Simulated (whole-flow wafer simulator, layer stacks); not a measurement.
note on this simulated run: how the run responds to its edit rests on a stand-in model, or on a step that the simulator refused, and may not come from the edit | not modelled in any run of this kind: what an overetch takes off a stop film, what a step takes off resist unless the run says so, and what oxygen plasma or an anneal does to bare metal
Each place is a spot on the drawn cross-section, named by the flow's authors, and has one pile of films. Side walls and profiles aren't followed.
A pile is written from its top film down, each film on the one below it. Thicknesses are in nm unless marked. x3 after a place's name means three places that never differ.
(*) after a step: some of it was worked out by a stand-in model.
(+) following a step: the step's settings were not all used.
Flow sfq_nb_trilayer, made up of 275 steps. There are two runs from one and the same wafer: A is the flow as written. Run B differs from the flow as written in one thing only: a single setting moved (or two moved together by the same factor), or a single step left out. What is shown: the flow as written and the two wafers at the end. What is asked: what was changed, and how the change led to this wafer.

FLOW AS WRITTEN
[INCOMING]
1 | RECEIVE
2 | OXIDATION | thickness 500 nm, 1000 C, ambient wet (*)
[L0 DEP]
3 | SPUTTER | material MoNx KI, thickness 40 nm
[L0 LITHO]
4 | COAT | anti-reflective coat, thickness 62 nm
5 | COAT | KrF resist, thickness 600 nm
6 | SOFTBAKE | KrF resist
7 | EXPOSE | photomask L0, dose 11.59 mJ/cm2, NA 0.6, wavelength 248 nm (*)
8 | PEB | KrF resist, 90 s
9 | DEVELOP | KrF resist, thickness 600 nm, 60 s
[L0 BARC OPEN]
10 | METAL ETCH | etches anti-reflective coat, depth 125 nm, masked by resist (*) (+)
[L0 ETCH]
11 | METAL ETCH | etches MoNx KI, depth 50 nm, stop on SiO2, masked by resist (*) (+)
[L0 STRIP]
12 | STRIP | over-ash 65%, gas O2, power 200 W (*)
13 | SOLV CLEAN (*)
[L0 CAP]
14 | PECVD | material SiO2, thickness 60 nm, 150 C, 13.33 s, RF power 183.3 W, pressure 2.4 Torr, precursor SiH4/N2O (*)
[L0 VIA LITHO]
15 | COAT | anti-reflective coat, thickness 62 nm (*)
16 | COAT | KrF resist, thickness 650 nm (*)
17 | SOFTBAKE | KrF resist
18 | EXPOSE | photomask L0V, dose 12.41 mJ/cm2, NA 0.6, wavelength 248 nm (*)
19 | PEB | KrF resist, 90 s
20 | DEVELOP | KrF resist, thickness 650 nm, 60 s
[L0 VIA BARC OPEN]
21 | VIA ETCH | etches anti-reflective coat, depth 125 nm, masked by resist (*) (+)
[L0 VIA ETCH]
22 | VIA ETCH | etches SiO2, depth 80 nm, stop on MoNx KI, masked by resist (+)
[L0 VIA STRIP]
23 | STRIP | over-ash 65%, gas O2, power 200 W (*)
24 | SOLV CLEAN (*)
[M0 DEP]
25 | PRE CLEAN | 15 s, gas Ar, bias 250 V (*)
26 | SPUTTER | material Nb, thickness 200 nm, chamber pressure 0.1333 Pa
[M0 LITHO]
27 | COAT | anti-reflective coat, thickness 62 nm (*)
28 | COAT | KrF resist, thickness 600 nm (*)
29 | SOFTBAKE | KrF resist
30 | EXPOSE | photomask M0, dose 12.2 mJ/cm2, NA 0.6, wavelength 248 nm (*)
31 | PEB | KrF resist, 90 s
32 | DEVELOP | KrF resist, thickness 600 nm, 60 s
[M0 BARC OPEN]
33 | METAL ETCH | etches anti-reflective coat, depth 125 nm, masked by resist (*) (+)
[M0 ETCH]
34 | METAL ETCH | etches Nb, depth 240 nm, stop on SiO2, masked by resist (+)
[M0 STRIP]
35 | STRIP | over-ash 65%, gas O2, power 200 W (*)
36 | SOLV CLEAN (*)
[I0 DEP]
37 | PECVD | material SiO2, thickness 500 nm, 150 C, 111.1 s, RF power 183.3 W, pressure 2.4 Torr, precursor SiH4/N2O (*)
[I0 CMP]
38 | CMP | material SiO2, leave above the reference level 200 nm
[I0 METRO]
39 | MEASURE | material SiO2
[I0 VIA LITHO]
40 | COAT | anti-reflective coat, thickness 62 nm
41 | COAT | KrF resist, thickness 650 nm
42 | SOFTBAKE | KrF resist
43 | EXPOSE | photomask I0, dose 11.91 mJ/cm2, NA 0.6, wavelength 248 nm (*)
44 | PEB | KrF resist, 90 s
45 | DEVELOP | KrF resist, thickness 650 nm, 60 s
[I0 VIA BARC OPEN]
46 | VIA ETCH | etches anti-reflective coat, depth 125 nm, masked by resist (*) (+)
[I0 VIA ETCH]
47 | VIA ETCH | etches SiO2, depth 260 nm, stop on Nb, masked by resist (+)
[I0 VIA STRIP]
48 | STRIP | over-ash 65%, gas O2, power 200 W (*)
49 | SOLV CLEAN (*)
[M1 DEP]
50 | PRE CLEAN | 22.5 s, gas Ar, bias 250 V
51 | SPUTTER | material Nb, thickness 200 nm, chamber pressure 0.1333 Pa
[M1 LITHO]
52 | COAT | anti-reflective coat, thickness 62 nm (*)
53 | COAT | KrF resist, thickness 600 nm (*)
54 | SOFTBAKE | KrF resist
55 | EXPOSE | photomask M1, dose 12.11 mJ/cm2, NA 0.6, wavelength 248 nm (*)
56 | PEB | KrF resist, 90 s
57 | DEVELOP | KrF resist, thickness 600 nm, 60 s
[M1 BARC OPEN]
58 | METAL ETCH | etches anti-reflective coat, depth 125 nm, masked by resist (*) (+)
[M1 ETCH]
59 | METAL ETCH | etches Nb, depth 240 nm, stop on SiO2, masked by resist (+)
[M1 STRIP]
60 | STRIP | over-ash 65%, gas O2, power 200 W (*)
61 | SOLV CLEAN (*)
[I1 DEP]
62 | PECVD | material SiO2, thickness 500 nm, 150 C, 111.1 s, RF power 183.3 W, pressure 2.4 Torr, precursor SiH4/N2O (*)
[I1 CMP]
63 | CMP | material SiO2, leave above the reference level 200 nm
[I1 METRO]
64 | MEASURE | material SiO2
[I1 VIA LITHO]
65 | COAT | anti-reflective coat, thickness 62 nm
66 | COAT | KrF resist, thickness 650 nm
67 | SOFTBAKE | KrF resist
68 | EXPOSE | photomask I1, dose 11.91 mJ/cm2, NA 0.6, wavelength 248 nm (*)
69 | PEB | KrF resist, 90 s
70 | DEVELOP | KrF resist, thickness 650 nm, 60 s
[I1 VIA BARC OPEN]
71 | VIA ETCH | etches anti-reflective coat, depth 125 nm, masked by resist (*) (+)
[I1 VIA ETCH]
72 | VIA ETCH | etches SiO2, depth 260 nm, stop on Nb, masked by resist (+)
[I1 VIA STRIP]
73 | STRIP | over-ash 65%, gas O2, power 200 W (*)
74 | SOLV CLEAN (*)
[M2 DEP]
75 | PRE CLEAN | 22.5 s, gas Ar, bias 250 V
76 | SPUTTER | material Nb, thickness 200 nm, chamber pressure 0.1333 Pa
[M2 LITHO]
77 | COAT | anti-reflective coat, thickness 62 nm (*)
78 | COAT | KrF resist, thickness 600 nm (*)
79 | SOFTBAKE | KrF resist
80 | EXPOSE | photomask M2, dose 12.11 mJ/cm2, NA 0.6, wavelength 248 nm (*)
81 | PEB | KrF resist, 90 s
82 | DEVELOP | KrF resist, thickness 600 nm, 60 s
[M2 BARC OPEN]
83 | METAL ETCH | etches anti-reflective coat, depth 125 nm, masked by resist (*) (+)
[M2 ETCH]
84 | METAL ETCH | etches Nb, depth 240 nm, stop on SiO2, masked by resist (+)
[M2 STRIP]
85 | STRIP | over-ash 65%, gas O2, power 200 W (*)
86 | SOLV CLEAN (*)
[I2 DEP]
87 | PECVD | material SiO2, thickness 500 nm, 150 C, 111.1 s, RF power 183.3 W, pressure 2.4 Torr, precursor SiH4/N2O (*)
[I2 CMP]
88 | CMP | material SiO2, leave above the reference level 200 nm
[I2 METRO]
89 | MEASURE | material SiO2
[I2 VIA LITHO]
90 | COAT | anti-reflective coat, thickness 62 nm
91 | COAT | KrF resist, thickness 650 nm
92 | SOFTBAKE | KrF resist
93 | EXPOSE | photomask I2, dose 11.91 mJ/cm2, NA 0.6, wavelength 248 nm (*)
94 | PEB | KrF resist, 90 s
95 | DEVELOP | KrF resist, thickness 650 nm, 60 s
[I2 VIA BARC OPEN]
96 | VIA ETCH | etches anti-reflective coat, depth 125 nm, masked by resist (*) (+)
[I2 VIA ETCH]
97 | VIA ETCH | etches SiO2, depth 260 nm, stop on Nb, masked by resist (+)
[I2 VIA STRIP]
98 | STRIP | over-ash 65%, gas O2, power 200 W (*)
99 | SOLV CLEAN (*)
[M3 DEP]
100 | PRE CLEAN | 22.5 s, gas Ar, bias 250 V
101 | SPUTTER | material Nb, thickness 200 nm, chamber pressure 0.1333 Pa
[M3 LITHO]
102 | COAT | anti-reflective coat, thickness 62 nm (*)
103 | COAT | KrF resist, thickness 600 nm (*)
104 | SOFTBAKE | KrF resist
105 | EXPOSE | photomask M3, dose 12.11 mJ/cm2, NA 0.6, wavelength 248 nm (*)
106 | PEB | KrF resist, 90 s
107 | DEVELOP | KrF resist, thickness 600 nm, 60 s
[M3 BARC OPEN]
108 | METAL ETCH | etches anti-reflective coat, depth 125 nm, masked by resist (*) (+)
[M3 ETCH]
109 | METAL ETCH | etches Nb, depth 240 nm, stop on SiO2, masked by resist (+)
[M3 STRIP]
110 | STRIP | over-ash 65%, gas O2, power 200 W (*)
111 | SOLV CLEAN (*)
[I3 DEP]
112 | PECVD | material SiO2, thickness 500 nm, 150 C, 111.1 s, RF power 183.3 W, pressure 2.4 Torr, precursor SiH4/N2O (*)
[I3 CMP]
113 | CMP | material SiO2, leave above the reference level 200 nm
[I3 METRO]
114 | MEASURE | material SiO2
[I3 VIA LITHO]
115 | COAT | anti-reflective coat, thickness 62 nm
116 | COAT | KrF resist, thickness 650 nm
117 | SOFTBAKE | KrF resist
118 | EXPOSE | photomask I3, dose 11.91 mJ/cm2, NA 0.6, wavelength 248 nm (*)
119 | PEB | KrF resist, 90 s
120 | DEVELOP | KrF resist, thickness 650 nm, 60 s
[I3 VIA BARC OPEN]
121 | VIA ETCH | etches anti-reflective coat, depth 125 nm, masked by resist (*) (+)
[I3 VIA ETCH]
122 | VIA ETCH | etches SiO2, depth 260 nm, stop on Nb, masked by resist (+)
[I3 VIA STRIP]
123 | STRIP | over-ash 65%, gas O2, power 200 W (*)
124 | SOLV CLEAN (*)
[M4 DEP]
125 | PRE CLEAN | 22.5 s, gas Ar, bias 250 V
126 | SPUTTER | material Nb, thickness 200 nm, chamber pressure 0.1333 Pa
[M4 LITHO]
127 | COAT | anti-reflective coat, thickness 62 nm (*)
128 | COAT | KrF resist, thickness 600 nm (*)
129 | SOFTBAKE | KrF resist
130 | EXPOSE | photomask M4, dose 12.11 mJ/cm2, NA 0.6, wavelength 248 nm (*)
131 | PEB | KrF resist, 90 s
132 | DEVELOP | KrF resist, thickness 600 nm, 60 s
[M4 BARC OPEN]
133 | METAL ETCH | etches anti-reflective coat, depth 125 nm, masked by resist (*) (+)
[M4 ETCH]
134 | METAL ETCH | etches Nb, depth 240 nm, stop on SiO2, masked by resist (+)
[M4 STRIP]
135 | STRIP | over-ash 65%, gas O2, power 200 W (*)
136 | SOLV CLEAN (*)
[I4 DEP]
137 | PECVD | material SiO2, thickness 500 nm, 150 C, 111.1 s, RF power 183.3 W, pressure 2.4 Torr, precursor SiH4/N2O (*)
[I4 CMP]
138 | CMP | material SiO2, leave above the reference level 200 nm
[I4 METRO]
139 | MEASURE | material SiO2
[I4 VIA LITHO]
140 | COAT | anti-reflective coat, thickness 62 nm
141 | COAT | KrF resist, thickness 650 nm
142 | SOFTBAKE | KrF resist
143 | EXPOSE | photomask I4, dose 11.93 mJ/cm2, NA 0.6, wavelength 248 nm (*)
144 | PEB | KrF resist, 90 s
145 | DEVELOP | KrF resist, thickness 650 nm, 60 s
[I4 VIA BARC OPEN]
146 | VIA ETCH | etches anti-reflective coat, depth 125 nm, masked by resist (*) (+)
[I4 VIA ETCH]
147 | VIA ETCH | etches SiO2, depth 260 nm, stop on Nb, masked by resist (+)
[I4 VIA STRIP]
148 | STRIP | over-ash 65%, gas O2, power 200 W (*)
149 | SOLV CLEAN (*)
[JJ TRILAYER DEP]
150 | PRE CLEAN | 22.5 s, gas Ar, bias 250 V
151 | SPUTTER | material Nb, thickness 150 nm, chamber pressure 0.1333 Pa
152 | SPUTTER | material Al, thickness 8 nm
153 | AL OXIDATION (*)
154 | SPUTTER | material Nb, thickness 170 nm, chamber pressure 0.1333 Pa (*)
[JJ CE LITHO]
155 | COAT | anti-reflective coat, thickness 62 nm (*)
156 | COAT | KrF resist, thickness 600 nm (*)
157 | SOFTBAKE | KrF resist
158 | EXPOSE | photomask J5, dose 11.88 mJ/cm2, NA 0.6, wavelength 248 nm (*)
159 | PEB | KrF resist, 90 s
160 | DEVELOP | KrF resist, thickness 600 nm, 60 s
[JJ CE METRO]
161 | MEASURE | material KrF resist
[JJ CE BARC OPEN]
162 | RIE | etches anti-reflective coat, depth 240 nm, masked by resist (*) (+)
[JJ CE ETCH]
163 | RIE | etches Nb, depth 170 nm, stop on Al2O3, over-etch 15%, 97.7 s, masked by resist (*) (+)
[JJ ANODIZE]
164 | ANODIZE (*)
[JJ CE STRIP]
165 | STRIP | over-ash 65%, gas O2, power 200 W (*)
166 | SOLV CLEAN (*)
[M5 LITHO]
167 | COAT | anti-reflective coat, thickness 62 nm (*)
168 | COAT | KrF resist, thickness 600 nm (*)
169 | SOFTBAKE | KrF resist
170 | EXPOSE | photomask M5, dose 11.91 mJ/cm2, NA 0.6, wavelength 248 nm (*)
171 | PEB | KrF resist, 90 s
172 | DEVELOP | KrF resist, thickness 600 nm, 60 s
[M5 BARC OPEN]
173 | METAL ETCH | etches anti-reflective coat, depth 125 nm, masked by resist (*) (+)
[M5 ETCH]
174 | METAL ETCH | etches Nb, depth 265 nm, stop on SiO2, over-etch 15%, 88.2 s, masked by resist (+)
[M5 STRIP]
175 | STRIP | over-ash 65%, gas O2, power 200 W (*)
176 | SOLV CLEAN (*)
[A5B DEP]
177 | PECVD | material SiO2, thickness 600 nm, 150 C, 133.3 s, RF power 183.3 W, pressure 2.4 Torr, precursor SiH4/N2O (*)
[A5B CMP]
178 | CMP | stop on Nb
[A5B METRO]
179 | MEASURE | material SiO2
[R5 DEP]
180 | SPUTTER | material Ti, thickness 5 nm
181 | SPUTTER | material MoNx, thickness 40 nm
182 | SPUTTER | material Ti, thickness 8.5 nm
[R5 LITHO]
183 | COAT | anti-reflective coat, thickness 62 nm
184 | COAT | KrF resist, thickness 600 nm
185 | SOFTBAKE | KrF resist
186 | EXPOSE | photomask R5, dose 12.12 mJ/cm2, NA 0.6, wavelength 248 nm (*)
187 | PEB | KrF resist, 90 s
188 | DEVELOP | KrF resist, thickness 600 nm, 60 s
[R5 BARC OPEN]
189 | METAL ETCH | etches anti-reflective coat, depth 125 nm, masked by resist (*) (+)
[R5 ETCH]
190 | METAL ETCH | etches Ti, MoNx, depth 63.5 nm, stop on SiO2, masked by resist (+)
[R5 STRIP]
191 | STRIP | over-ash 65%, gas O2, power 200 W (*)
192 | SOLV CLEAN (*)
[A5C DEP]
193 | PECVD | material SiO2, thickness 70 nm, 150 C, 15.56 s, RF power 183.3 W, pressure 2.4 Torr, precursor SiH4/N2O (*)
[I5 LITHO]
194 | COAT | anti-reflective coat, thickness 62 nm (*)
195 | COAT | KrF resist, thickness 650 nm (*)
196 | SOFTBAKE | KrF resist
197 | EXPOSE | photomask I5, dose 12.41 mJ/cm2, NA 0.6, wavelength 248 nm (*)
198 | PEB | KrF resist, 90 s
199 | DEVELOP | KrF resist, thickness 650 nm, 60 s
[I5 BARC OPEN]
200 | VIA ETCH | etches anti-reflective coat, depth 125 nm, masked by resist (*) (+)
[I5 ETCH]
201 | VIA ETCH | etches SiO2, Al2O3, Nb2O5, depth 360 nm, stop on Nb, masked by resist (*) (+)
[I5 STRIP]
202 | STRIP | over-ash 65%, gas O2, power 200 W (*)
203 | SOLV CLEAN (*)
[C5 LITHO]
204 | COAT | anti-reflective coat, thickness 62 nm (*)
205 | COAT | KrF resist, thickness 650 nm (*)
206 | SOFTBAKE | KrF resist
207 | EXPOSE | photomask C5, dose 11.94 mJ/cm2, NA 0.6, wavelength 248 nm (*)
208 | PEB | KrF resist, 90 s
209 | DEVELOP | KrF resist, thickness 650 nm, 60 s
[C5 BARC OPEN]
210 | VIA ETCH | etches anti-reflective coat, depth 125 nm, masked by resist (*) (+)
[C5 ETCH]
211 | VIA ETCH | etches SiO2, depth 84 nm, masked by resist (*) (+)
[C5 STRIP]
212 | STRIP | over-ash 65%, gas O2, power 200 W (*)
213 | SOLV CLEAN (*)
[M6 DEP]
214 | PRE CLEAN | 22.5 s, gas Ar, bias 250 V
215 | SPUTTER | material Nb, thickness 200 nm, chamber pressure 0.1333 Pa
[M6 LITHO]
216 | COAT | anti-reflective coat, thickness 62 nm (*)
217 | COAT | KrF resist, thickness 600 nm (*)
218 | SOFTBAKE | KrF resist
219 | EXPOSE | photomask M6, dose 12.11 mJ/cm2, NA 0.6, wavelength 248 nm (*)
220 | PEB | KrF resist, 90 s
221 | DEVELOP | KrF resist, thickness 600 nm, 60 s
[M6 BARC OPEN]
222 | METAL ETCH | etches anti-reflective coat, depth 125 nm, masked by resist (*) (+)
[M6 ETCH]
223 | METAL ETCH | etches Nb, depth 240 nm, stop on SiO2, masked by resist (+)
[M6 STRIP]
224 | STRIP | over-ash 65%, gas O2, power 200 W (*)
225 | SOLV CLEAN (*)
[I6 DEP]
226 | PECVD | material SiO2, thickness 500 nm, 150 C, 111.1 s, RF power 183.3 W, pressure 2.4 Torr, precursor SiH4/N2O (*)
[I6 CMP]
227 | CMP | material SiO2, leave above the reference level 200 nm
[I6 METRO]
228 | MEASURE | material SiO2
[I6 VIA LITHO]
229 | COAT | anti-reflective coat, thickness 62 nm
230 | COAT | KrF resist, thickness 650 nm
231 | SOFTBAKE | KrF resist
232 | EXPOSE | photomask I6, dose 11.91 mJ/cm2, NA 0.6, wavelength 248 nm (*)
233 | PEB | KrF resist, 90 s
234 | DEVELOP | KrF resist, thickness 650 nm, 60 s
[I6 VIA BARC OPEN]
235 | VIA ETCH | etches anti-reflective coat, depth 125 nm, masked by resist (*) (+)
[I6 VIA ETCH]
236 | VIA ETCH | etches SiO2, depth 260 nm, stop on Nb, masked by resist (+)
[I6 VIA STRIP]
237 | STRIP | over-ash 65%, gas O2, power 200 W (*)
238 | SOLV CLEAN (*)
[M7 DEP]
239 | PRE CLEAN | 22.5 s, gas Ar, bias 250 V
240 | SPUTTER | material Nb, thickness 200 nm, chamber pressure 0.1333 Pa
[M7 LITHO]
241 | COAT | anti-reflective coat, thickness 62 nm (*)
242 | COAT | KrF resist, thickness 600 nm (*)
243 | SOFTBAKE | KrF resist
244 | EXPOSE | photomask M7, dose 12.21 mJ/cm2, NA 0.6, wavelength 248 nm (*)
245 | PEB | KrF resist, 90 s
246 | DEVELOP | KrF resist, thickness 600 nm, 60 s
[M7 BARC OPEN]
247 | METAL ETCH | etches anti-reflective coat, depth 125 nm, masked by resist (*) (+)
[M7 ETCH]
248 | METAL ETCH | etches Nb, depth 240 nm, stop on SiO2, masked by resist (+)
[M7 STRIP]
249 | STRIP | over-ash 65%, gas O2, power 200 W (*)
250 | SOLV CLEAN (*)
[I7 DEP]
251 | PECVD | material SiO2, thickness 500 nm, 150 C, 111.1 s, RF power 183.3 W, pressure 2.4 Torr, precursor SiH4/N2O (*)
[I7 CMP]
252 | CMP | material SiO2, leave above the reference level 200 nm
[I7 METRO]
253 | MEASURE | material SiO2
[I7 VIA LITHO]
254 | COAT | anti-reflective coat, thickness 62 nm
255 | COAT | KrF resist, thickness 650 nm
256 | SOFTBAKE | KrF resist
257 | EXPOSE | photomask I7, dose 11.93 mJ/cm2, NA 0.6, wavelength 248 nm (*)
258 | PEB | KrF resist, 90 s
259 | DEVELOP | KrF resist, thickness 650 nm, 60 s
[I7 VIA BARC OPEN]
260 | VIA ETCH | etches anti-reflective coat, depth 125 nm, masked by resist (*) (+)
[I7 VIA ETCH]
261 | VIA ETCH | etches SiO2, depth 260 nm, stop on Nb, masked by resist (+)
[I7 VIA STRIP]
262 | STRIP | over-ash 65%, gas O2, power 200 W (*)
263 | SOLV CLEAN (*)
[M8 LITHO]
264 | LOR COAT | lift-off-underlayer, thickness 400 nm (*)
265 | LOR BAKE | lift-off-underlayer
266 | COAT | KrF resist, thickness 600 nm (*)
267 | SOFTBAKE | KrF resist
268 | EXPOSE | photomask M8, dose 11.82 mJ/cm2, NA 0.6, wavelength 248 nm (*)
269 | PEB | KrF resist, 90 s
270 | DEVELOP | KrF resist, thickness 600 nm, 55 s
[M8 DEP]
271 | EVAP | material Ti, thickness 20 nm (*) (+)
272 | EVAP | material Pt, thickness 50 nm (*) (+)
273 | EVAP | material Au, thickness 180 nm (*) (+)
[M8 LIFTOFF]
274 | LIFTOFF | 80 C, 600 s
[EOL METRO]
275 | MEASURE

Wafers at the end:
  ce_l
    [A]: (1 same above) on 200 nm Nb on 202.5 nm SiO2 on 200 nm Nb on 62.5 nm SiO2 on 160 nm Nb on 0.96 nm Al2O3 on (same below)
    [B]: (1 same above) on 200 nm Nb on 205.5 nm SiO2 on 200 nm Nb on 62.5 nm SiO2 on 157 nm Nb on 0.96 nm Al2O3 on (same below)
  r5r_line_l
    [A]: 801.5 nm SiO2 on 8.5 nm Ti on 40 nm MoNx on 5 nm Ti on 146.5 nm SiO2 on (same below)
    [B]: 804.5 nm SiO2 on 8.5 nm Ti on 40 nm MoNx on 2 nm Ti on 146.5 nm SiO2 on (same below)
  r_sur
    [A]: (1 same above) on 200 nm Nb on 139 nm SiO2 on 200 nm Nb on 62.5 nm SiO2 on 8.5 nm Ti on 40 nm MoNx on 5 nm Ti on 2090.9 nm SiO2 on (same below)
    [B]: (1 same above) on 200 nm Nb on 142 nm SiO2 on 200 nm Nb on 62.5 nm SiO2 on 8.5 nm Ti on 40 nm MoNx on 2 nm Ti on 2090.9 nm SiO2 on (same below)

Cause: step 180, SPUTTER: thickness 2 nm was run, though the flow has thickness 5 nm.
The wafer lets one read it off: r5r_line_l has Ti 2, and step 180 as written asks for 5 nm.

How this came from the change, step by step:
  180 | SPUTTER | material Ti, thickness 5 nm
      field_l, v_sur, via_wl and 103 more: A +5 Ti (new film) | B +2 Ti (new film)
  190 | METAL ETCH | etches Ti, MoNx, depth 63.5 nm, stop on SiO2, masked by resist (+)
      field_l, v_sur, via_wl and 92 more: A -8.5 Ti (all of it), -40 MoNx (all of it), -5 Ti (all of it) | B -8.5 Ti (all of it), -40 MoNx (all of it), -2 Ti (all of it)
      ce_l, c5j, ce_r, wl_jj: A -8.5 Ti (all of it), -40 MoNx (all of it), -5 Ti (all of it), -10 Nb | B -8.5 Ti (all of it), -40 MoNx (all of it), -2 Ti (all of it), -13 Nb
  216 | COAT | anti-reflective coat, thickness 62 nm (*)
      sp_r: A +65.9 anti-reflective coat (new film) | B +64.5 anti-reflective coat (new film)
  224 | STRIP | over-ash 65%, gas O2, power 200 W (*)
      sp_r: A -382 KrF resist (all of it), -65.9 anti-reflective coat (all of it) | B -382.1 KrF resist (all of it), -64.5 anti-reflective coat (all of it)
